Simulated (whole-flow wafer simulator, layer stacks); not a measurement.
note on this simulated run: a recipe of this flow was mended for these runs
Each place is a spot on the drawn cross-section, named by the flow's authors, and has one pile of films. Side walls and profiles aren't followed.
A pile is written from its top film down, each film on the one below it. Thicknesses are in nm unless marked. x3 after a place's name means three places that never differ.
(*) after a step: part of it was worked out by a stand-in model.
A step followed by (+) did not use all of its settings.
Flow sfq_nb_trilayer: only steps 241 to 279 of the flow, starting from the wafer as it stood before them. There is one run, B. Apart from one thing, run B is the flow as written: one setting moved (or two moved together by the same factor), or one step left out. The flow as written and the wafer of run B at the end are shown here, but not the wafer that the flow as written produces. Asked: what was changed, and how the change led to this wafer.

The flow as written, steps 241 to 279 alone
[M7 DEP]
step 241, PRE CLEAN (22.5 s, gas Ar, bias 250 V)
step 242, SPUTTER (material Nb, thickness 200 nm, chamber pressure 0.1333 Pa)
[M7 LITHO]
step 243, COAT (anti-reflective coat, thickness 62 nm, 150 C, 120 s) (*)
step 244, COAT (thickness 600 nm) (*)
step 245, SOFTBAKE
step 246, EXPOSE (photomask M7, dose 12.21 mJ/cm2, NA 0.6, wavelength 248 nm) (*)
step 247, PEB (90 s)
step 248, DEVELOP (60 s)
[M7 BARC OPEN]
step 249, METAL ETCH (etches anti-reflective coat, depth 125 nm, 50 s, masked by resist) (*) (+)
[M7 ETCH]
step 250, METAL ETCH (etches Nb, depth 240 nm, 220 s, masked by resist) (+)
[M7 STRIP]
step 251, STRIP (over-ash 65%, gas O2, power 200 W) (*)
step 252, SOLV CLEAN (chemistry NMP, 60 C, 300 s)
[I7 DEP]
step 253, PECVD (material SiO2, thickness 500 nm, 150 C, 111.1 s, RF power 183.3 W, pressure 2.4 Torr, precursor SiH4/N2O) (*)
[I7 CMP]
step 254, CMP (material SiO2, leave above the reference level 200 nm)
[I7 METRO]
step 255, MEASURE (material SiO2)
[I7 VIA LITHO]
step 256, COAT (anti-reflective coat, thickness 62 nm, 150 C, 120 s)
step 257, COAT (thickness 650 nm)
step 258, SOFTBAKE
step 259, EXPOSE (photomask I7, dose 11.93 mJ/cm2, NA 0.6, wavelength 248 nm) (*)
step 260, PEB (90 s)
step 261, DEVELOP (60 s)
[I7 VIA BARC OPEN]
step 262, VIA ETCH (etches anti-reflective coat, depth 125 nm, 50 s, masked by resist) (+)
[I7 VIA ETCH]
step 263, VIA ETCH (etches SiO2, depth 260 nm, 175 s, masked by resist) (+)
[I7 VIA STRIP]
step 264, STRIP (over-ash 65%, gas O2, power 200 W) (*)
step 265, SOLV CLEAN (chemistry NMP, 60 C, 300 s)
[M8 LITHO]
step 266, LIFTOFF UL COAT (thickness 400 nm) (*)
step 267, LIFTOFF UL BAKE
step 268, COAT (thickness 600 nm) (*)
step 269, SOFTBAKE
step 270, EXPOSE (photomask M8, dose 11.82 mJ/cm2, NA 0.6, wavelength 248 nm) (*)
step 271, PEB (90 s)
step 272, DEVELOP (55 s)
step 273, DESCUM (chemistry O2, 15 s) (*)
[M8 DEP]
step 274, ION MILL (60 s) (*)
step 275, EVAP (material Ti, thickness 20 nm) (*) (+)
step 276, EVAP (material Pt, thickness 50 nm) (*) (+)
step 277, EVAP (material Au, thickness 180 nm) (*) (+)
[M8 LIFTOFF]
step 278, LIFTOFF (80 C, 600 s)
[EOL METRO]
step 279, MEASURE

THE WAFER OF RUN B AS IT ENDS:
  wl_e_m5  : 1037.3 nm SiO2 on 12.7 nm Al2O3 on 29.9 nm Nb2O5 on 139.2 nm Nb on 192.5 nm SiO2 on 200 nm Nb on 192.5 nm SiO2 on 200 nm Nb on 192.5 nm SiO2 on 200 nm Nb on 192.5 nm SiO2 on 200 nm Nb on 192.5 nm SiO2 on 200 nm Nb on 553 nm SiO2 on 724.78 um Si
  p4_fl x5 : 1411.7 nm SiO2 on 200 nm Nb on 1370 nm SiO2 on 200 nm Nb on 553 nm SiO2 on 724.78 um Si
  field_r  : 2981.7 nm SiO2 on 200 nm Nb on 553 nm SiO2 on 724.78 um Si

Cause: step 242, SPUTTER: thickness 237.5 nm was run, whereas the flow has thickness 200 nm.

How this came from the change, step by step:
  step 242, SPUTTER (material Nb, thickness 200 nm, chamber pressure 0.1333 Pa)
      field_l, v_sur, via_wl and 102 more: +237.5 Nb (new film) (as written it would have been: +200 Nb (new film))
      via_v: +190 Nb (as written it would have been: +159.9 Nb)
  step 243, COAT (anti-reflective coat, thickness 62 nm, 150 C, 120 s) (*)
      via_v: +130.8 anti-reflective coat (new film) (as written it would have been: +128 anti-reflective coat (new film))
  step 250, METAL ETCH (etches Nb, depth 240 nm, 220 s, masked by resist) (+)
      field_l, field_r, lsp_l and 62 more: -237.5 Nb (all of it), -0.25 SiO2 (as written it would have been: -200 Nb (all of it), -4 SiO2)
  step 251, STRIP (over-ash 65%, gas O2, power 200 W) (*)
      via_v: -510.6 KrF-resist-other-grade (all of it), -130.8 anti-reflective coat (all of it) (as written it would have been: -506.5 KrF-resist-other-grade (all of it), -128 anti-reflective coat (all of it))
  step 253, PECVD (material SiO2, thickness 500 nm, 150 C, 111.1 s, RF power 183.3 W, pressure 2.4 Torr, precursor SiH4/N2O) (*)
      m7r_space_l x2: +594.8 SiO2 (as written it would have been: +561.1 SiO2)
  step 254, CMP (material SiO2, leave above the reference level 200 nm)
      field_l, p4_fl x5, p4_w1 x9 and 44 more: -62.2 SiO2 (as written it would have been: -96 SiO2)
      field_r, lsp_l: -35.7 SiO2 (as written it would have been: -73.2 SiO2)
      (and at 2 other places as well)
